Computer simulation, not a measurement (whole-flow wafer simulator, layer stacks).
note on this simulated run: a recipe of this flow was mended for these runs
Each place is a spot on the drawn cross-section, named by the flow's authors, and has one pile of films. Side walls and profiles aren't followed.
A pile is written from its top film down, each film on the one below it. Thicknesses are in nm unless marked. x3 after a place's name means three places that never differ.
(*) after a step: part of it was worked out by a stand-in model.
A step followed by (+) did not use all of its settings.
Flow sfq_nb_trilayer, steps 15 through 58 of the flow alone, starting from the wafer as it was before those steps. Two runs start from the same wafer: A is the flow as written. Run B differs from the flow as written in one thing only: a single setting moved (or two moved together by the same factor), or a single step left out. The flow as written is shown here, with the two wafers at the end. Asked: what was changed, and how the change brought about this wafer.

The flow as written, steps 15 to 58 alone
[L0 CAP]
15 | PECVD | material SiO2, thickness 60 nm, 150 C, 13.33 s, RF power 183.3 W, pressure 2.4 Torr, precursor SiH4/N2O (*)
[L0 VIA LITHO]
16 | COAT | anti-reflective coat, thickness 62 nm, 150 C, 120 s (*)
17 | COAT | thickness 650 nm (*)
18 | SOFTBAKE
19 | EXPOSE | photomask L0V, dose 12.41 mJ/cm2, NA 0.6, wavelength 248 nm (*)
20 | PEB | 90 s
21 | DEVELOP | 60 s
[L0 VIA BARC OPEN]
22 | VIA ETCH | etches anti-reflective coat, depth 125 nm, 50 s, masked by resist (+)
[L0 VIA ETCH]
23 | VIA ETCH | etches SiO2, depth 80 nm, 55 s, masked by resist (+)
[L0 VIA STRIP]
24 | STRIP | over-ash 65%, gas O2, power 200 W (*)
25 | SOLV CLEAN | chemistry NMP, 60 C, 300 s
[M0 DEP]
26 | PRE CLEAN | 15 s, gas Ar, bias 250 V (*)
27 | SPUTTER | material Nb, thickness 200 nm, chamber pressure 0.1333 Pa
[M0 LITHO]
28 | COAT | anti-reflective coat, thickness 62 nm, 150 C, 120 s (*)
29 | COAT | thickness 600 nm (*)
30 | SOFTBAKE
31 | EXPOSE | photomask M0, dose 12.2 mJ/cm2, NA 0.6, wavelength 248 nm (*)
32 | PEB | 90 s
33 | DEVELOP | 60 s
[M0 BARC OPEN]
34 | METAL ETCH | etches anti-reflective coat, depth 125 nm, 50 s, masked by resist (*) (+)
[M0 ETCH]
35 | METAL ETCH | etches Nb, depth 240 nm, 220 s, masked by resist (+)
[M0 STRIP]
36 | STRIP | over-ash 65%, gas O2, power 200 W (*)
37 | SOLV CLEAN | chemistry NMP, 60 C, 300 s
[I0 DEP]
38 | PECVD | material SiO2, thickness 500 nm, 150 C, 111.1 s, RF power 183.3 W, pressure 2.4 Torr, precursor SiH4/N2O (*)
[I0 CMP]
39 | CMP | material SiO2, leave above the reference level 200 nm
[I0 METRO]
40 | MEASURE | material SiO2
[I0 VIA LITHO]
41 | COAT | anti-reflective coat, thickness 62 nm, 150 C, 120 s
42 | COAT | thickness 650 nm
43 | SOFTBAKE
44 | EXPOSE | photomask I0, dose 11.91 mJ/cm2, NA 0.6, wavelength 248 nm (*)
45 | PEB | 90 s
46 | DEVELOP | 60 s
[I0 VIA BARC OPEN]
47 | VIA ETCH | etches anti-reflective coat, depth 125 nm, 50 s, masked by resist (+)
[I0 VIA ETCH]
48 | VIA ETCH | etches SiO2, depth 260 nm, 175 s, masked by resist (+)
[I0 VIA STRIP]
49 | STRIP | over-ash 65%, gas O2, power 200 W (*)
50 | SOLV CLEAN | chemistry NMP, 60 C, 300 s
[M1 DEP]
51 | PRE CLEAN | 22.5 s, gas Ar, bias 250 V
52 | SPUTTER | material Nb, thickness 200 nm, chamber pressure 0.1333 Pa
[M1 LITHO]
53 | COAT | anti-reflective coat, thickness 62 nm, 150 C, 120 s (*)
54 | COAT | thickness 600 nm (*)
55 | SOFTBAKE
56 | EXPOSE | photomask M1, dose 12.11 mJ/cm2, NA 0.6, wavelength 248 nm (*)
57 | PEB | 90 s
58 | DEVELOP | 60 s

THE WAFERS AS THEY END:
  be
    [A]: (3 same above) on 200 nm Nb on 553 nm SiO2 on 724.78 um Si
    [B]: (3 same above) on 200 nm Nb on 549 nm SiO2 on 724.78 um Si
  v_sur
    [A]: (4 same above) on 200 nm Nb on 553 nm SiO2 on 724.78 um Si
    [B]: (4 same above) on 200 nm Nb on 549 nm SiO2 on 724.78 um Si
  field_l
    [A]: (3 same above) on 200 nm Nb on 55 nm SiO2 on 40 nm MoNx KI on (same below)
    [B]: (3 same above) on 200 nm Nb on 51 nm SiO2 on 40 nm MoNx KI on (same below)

The reason: step 15, PECVD: pressure 2.66 Torr was run, though the flow has pressure 2.4 Torr.

Step by step, how the change led to this:
  15 | PECVD | material SiO2, thickness 60 nm, 150 C, 13.33 s, RF power 183.3 W, pressure 2.4 Torr, precursor SiH4/N2O (*)
      v_sur, via_wl, via_w and 97 more: A +60 SiO2 | B +56 SiO2
      field_l, l0_sur, l0v, l0r_line_l, l0r_line_c, l0r_line_r: A +60 SiO2 (new film) | B +56 SiO2 (new film)
  23 | VIA ETCH | etches SiO2, depth 80 nm, 55 s, masked by resist (+)
      l0v: A -59.7 SiO2 (all of it), -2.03 MoNx KI | B -55.6 SiO2 (all of it), -2.44 MoNx KI
  28 | COAT | anti-reflective coat, thickness 62 nm, 150 C, 120 s (*)
      l0_sur: A +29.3 anti-reflective coat (new film) | B +30.6 anti-reflective coat (new film)
  36 | STRIP | over-ash 65%, gas O2, power 200 W (*)
      l0_sur: A -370 KrF-resist-other-grade (all of it), -29.3 anti-reflective coat (all of it) | B -369.3 KrF-resist-other-grade (all of it), -30.6 anti-reflective coat (all of it)
